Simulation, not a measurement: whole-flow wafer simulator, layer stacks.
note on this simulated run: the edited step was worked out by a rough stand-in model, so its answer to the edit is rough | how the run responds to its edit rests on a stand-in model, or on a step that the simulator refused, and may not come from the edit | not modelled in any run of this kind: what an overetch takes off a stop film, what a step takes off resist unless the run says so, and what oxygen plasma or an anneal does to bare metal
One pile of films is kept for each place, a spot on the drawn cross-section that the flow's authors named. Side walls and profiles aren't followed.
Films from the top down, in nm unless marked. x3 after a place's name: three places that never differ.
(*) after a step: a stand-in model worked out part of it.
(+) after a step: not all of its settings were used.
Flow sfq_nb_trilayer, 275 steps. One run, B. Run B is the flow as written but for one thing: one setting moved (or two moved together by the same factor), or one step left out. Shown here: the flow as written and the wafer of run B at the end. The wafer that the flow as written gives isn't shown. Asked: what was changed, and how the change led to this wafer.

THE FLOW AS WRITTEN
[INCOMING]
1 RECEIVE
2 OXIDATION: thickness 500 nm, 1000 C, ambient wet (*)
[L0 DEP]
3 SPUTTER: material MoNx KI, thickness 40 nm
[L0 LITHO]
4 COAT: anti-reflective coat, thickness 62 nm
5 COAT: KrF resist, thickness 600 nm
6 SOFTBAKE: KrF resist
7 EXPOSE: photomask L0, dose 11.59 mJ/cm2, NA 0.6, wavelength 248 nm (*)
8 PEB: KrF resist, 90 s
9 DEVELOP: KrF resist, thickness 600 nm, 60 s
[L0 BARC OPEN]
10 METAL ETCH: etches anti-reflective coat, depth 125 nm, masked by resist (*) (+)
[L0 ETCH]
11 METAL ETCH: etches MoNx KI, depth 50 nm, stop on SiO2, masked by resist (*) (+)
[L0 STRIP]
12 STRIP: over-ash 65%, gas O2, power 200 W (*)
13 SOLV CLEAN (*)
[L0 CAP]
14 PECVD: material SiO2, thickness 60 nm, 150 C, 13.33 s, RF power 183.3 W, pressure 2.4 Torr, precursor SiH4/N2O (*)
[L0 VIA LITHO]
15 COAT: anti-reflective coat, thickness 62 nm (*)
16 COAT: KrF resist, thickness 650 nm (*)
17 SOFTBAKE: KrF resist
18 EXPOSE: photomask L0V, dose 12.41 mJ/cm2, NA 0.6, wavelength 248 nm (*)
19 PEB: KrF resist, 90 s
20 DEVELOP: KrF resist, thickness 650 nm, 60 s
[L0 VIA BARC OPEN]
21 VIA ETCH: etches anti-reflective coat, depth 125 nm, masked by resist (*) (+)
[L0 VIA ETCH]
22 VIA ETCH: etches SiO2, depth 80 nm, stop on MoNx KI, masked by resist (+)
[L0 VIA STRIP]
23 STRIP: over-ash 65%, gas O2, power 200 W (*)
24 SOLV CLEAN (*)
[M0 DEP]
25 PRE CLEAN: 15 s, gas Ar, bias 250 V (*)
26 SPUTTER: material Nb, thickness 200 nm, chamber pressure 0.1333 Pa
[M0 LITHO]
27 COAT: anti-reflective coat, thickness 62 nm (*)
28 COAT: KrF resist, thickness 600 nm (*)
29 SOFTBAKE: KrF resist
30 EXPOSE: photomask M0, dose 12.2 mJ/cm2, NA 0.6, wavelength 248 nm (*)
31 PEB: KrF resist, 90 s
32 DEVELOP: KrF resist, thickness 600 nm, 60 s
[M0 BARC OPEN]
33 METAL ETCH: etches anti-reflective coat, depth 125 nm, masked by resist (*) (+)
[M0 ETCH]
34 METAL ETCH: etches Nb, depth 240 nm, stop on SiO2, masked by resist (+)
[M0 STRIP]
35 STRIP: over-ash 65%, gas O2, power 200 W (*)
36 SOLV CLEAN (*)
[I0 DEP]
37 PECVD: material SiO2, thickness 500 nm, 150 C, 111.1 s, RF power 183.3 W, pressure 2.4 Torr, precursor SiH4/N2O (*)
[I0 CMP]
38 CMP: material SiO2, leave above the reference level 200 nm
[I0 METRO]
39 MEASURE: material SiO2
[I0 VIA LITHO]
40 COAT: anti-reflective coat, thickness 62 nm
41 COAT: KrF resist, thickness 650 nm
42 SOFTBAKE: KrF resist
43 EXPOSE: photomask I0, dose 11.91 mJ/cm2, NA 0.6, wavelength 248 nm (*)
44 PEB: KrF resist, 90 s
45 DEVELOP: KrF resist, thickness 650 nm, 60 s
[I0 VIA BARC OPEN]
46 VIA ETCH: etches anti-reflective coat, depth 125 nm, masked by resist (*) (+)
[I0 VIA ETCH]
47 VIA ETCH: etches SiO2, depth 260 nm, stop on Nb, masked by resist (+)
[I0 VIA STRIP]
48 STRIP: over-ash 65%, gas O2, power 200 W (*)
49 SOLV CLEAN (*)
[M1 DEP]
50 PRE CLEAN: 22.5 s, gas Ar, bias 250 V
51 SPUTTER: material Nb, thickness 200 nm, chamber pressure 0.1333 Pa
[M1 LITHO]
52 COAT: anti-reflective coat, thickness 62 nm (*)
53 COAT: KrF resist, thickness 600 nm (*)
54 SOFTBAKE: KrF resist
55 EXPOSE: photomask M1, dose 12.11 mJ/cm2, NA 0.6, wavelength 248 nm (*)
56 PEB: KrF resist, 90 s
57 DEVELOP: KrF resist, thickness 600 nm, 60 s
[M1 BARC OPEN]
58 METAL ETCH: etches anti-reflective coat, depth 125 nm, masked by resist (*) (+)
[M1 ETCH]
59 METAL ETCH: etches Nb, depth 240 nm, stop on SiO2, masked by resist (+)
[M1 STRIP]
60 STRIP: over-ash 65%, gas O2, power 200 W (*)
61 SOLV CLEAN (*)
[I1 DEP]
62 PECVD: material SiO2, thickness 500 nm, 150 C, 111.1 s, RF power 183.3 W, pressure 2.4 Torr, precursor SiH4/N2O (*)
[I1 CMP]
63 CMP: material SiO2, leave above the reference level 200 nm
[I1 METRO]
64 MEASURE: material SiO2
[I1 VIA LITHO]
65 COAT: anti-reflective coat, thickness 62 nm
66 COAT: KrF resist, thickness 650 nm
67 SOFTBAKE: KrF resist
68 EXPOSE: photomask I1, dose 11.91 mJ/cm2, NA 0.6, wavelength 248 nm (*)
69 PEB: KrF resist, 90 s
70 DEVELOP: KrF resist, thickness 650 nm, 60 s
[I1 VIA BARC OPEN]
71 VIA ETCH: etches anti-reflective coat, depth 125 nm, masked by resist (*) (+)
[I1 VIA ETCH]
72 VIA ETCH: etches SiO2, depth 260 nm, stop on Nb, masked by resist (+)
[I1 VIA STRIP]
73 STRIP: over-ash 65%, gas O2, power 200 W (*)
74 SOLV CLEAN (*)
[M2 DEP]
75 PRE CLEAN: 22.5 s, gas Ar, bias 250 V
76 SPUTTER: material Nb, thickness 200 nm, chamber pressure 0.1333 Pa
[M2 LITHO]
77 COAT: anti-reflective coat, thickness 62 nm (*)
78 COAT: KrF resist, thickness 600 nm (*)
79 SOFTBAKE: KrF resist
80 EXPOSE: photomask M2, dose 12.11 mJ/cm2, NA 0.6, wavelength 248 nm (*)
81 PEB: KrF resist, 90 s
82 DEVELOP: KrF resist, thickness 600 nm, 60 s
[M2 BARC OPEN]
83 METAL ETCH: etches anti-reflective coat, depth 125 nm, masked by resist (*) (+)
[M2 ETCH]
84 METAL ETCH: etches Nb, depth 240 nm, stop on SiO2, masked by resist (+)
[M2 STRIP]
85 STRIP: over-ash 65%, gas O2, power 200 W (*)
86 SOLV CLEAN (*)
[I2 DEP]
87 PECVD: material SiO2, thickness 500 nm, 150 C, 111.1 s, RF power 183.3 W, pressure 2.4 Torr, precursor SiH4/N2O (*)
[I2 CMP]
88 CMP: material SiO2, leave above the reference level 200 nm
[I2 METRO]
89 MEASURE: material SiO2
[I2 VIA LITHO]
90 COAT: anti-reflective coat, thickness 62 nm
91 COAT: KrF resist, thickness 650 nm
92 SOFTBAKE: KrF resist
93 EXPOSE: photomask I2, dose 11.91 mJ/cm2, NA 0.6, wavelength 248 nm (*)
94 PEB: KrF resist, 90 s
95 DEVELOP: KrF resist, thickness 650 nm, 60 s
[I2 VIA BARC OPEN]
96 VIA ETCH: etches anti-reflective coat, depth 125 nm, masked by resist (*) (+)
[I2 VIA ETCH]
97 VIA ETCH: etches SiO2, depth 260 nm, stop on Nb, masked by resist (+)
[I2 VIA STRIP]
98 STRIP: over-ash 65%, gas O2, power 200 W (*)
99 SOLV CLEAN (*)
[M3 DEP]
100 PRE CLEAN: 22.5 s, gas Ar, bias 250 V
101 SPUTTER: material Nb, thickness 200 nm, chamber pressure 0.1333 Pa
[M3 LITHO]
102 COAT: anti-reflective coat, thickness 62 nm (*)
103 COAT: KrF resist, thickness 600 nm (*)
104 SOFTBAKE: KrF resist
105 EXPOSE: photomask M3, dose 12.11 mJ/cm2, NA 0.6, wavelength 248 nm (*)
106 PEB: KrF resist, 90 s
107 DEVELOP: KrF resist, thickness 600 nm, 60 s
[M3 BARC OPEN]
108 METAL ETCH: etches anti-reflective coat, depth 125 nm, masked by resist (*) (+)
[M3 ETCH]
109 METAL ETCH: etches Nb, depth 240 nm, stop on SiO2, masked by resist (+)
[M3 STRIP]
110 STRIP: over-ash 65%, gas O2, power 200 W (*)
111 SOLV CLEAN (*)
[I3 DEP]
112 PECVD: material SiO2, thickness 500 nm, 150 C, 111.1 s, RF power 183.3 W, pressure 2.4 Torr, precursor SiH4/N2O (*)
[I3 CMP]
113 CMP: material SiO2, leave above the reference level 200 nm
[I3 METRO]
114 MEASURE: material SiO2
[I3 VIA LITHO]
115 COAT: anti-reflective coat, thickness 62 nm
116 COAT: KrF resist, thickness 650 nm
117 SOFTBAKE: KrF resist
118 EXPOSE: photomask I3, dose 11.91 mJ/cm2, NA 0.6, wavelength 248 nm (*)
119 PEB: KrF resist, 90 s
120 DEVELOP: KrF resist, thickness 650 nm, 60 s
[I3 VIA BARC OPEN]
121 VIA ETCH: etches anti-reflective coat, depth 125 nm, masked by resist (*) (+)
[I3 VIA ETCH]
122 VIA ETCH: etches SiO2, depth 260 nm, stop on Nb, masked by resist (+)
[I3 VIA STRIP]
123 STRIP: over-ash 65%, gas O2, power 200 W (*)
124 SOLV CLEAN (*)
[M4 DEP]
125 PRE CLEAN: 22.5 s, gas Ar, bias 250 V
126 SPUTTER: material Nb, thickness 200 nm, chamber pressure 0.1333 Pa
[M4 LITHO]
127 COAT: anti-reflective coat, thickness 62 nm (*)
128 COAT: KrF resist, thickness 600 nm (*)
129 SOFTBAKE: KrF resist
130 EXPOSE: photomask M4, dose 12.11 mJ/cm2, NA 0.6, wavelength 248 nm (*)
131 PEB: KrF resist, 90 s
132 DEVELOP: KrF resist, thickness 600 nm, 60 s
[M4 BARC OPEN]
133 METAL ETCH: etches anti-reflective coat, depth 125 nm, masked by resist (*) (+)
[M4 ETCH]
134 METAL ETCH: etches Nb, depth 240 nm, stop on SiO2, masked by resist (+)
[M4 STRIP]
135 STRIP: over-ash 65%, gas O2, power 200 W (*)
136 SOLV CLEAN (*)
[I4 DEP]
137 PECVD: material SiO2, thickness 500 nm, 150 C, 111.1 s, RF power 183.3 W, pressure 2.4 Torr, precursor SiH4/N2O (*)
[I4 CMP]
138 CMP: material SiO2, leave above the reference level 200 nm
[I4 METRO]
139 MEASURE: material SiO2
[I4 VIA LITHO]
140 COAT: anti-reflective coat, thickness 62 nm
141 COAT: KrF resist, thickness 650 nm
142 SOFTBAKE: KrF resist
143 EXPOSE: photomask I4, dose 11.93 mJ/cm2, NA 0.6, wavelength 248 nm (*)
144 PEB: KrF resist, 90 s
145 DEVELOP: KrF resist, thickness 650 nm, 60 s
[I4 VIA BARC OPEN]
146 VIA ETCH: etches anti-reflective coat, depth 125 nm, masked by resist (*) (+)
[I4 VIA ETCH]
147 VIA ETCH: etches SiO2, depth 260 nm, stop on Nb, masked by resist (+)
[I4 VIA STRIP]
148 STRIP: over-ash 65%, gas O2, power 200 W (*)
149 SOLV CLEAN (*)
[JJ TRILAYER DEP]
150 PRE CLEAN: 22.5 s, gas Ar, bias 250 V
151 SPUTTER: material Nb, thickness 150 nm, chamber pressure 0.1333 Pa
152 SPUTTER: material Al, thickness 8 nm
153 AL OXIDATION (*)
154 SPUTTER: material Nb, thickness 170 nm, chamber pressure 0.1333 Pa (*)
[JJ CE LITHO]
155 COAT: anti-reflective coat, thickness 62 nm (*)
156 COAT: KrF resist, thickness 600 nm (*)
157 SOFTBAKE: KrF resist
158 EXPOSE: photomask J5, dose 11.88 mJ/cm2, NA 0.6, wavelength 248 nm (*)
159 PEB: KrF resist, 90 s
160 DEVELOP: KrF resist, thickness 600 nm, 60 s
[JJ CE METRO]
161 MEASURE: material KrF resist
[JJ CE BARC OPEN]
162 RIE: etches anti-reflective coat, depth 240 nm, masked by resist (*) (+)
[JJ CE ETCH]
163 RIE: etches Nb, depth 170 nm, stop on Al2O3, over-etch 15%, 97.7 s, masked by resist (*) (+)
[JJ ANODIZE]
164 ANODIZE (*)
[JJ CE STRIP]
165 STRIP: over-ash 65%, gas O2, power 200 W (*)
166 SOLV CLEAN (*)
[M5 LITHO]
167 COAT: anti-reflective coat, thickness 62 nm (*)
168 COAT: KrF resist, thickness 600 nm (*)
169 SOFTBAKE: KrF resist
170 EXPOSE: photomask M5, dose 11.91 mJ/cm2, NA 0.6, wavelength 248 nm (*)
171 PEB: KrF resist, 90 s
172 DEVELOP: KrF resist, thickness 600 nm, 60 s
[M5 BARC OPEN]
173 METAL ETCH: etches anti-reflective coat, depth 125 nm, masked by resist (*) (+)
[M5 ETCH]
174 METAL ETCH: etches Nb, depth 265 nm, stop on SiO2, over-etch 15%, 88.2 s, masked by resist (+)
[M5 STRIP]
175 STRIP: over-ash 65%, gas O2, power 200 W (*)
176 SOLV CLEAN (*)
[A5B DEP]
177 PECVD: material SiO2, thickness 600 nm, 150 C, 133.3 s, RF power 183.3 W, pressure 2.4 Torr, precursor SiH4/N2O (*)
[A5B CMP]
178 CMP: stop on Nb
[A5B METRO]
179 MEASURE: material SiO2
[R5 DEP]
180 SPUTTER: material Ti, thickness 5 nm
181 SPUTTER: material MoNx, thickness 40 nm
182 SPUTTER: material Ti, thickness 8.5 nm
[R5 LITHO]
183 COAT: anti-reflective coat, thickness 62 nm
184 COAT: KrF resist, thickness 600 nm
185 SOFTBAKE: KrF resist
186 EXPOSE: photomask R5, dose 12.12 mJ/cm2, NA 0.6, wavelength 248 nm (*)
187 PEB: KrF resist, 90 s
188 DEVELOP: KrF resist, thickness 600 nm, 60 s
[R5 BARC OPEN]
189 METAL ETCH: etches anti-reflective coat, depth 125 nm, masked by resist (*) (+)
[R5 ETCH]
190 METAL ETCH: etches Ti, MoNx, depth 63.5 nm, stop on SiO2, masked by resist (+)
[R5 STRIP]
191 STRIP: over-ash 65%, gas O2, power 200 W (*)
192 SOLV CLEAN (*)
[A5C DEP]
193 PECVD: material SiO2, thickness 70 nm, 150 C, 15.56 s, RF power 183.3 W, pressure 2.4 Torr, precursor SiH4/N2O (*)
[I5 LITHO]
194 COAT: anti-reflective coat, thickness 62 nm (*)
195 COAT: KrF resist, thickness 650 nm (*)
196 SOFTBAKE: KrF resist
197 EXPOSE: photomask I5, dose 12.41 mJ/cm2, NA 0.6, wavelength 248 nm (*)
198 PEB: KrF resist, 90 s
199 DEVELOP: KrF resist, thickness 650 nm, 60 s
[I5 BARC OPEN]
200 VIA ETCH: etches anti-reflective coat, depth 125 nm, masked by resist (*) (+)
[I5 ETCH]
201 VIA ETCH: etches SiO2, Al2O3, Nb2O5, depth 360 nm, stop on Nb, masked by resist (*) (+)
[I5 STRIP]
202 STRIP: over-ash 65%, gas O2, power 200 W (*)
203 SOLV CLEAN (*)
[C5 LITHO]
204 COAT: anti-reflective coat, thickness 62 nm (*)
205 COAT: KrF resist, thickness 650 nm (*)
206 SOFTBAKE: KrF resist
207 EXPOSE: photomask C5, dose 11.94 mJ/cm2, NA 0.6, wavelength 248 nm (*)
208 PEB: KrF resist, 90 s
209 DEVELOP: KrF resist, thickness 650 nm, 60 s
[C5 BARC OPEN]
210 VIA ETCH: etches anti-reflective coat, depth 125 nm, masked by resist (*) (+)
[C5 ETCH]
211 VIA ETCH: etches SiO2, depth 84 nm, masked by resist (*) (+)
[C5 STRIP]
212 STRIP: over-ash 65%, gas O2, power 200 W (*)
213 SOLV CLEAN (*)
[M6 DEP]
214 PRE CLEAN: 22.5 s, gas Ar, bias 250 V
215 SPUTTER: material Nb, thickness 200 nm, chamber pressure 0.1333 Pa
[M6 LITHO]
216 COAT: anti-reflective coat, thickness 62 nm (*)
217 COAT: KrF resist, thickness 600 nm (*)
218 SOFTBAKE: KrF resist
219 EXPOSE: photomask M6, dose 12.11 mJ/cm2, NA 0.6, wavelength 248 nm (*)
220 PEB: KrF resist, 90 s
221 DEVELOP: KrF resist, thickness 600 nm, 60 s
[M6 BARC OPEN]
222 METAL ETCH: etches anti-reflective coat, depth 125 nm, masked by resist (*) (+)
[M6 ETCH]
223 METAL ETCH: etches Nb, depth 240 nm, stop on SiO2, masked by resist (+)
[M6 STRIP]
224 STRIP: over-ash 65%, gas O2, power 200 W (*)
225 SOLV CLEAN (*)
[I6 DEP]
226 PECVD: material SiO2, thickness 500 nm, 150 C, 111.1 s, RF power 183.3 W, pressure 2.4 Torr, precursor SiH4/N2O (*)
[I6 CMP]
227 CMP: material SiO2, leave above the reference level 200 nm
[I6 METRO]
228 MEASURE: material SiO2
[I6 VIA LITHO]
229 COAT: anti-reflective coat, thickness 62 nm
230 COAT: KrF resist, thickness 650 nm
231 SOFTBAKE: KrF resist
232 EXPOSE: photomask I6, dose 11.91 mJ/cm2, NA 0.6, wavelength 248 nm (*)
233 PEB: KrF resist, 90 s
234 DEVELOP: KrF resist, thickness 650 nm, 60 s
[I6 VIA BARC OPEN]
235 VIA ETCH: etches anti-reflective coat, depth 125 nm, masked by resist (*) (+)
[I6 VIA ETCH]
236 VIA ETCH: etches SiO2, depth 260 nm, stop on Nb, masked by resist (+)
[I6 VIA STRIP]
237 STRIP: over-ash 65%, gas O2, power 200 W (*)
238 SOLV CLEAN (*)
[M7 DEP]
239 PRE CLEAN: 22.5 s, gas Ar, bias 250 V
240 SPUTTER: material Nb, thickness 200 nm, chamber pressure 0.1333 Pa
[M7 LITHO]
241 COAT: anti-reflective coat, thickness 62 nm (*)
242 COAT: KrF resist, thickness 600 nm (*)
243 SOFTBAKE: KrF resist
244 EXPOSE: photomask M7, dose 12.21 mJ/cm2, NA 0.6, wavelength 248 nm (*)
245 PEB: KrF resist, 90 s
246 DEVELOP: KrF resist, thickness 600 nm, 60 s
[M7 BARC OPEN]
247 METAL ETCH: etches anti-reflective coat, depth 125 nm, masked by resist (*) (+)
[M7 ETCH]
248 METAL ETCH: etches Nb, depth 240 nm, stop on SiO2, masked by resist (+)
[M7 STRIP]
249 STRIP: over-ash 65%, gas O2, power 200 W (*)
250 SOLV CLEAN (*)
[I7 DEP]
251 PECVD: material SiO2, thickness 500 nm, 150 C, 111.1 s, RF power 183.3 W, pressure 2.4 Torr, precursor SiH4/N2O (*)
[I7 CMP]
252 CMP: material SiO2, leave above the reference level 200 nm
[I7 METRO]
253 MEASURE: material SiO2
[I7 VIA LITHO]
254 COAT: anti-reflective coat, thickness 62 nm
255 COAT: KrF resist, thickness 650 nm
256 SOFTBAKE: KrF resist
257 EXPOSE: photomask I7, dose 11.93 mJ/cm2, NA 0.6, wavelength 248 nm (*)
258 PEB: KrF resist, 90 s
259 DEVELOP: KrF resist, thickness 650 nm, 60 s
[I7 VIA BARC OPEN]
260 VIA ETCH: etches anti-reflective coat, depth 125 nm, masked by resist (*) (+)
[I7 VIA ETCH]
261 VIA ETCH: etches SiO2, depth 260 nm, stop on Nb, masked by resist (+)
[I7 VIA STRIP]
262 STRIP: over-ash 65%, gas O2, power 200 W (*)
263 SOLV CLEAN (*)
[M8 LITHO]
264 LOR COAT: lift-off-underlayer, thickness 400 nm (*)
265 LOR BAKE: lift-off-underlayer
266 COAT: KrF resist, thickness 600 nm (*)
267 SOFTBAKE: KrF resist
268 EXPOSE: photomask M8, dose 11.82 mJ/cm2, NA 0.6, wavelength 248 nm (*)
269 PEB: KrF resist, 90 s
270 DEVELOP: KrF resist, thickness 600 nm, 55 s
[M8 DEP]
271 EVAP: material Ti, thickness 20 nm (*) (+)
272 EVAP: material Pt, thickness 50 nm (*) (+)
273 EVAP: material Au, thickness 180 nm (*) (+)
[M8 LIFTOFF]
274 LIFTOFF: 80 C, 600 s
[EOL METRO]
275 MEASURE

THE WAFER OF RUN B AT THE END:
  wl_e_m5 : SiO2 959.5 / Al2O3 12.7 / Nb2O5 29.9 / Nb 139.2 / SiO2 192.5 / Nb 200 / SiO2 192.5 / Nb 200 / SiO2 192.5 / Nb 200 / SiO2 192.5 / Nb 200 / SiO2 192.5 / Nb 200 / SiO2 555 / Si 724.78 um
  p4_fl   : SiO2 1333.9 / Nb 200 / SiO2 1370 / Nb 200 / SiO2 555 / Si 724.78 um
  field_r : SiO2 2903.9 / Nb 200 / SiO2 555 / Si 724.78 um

The cause: step 193, PECVD: thickness 28 nm was run, where the flow has thickness 70 nm; step 193, PECVD: 6.222 s was run, where the flow has 15.56 s.

How the change led to this, step by step:
  193 PECVD: material SiO2, thickness 70 nm, 150 C, 15.56 s, RF power 183.3 W, pressure 2.4 Torr, precursor SiH4/N2O (*)
      field_l, v_sur, via_wl and 92 more: SiO2 +28 (as written it would be: SiO2 +70)
      ce_l, c5j, ce_r and 8 more: SiO2 +28 (new film) (as written it would be: SiO2 +70 (new film))
  194 COAT: anti-reflective coat, thickness 62 nm (*)
      r5r_spacepad_l, r5r_spacepad_r: anti-reflective coat +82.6 (new film) (as written it would be: anti-reflective coat +84.4 (new film))
      r5r_line_l: anti-reflective coat +48.1 (new film) (as written it would be: anti-reflective coat +49.5 (new film))
      (and at 2 more places)
  201 VIA ETCH: etches SiO2, Al2O3, Nb2O5, depth 360 nm, stop on Nb, masked by resist (*) (+)
      be: SiO2 -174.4 (all of it), Al2O3 -12.7 (all of it), Nb2O5 -29.9 (all of it) (as written it would be: SiO2 -216.4 (all of it), Al2O3 -12.7 (all of it), Nb2O5 -29.9 (all of it))
  202 STRIP: over-ash 65%, gas O2, power 200 W (*)
      r5r_spacepad_l, r5r_spacepad_r: KrF resist -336 (all of it), anti-reflective coat -82.6 (all of it) (as written it would be: KrF resist -335.6 (all of it), anti-reflective coat -84.4 (all of it))
      r5r_line_l: KrF resist -317.4 (all of it), anti-reflective coat -48.1 (all of it) (as written it would be: KrF resist -317.5 (all of it), anti-reflective coat -49.5 (all of it))
      (and at 2 more places)
  204 COAT: anti-reflective coat, thickness 62 nm (*)
      r5r_spacepad_l, r5r_spacepad_r: anti-reflective coat +82.6 (new film) (as written it would be: anti-reflective coat +84.4 (new film))
      wire: anti-reflective coat +48.7 (new film) (as written it would be: anti-reflective coat +47.4 (new film))
      (and at 5 more places)
  205 COAT: KrF resist, thickness 650 nm (*)
      be: KrF resist +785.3 (new film) (as written it would be: KrF resist +815.3 (new film))
  211 VIA ETCH: etches SiO2, depth 84 nm, masked by resist (*) (+)
      field_l, v_sur, via_wl and 101 more: KrF resist -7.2 (as written it would be: KrF resist -14.5)
      c5j: SiO2 -27.9 (all of it), Nb -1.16 (as written it would be: SiO2 -69.9 (all of it), Nb -1.18)
      (and at 1 more place)
  212 STRIP: over-ash 65%, gas O2, power 200 W (*)
      r5r_spacepad_l, r5r_spacepad_r: KrF resist -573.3 (all of it), anti-reflective coat -82.6 (all of it) (as written it would be: KrF resist -565.8 (all of it), anti-reflective coat -84.4 (all of it))
      wire: KrF resist -565.4 (all of it), anti-reflective coat -48.7 (all of it) (as written it would be: KrF resist -555.8 (all of it), anti-reflective coat -47.4 (all of it))
      (and at 5 more places)
  215 SPUTTER: material Nb, thickness 200 nm, chamber pressure 0.1333 Pa
      be: Nb +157 (as written it would be: Nb +147.3)
      c5j: Nb +200 (as written it would be: Nb +188.4)
      (and at 1 more place)
  216 COAT: anti-reflective coat, thickness 62 nm (*)
      wire: anti-reflective coat +49.5 (new film) (as written it would be: anti-reflective coat +48.3 (new film))
      be: anti-reflective coat +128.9 (new film) (as written it would be: anti-reflective coat +136.7 (new film))
      (and at 9 more places)
  217 COAT: KrF resist, thickness 600 nm (*)
      be: KrF resist +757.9 (new film) (as written it would be: KrF resist +793.9 (new film))
      c5j: KrF resist +618.6 (new film) (as written it would be: KrF resist +636 (new film))
      (and at 1 more place)
  224 STRIP: over-ash 65%, gas O2, power 200 W (*)
      wire: KrF resist -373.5 (all of it), anti-reflective coat -49.5 (all of it) (as written it would be: KrF resist -369.8 (all of it), anti-reflective coat -48.3 (all of it))
      be: KrF resist -539.9 (all of it), anti-reflective coat -128.9 (all of it) (as written it would be: KrF resist -575.8 (all of it), anti-reflective coat -136.7 (all of it))
      (and at 9 more places)
  226 PECVD: material SiO2, thickness 500 nm, 150 C, 111.1 s, RF power 183.3 W, pressure 2.4 Torr, precursor SiH4/N2O (*)
      be: SiO2 +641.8 (new film) (as written it would be: SiO2 +693.5 (new film))
      c5j: SiO2 +500 (new film) (as written it would be: SiO2 +514.7 (new film))
  227 CMP: material SiO2, leave above the reference level 200 nm
      c5j: SiO2 -261.9 (as written it would be: SiO2 -223)
      res: SiO2 -328.5 (as written it would be: SiO2 -279.4)
